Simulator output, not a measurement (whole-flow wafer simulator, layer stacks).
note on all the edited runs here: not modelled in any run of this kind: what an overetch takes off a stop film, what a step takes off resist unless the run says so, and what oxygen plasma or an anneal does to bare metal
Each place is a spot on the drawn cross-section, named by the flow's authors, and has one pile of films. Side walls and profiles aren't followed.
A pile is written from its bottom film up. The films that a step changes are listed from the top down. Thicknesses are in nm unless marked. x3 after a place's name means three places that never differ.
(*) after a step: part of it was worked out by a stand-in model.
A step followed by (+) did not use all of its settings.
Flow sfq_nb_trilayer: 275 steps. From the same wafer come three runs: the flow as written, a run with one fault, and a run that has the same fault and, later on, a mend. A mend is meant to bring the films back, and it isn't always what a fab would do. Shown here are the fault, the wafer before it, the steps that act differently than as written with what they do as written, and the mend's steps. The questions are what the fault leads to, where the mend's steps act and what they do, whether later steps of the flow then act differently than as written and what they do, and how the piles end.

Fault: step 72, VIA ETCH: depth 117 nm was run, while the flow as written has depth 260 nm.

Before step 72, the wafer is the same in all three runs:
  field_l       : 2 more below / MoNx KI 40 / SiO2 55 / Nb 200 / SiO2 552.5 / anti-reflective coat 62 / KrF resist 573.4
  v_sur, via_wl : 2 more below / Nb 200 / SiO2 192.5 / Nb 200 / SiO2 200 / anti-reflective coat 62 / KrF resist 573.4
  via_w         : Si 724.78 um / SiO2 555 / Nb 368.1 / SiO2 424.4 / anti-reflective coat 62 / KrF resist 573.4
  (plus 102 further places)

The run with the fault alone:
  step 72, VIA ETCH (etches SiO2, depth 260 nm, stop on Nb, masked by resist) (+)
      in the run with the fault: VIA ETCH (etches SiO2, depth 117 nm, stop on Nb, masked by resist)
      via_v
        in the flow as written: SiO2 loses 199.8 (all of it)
        in the run with the fault: SiO2 loses 117
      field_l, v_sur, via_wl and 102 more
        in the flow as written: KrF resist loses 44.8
        in the run with the fault: KrF resist loses 20.2
  Steps further on in the flow that do not act as written (not shown: 3 more steps that differ only slightly, by at most 2% or 0.5 nm, whichever is larger):
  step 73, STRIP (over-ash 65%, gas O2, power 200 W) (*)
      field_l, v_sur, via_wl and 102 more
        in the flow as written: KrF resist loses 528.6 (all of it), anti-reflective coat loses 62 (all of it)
        in the run with the fault: KrF resist loses 553.3 (all of it), anti-reflective coat loses 62 (all of it)
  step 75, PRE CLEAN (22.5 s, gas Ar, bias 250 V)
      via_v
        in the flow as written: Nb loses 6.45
        in the run with the fault: SiO2 loses 7.5
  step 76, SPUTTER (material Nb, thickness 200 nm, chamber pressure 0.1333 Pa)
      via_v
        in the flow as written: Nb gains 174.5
        in the run with the fault: Nb gains 190.8 (new film)
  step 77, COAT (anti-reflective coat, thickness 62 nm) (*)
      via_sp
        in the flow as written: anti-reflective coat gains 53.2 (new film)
        in the run with the fault: anti-reflective coat gains 54.9 (new film)
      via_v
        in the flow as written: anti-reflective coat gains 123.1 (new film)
        in the run with the fault: anti-reflective coat gains 104.7 (new film)
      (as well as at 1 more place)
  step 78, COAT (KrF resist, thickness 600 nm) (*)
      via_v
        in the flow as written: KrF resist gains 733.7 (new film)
        in the run with the fault: KrF resist gains 667.3 (new film)
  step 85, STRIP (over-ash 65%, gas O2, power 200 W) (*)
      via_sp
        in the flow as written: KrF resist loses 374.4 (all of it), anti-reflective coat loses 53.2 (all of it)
        in the run with the fault: KrF resist loses 379.8 (all of it), anti-reflective coat loses 54.9 (all of it)
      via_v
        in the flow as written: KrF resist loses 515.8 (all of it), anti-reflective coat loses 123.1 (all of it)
        in the run with the fault: KrF resist loses 449.5 (all of it), anti-reflective coat loses 104.7 (all of it)
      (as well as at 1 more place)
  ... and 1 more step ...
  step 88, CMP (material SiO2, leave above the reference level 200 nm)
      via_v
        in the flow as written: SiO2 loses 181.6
        in the run with the fault: SiO2 loses 173.7
  The piles end different from the flow's at via_v by more than 2% or 0.5 nm, whichever is larger.
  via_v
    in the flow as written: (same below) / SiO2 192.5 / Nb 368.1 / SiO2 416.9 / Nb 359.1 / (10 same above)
    in the run with the fault: (same below) / SiO2 192.5 / Nb 200 / SiO2 75.3 / Nb 190.8 / SiO2 318.8 / Nb 359.1 / (10 same above)

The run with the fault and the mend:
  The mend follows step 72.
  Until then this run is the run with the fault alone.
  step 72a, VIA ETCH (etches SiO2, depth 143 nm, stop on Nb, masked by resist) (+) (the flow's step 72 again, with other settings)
      field_l, v_sur, via_wl and 102 more
        KrF resist loses 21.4
      via_v
        SiO2 loses 82.8 (all of it)
  None of the later steps of the flow differs from how it acts as written, at any place that is followed, by more than 2% or 0.5 nm, whichever is larger.
  At every place that both follow, the piles at the end match the flow's.
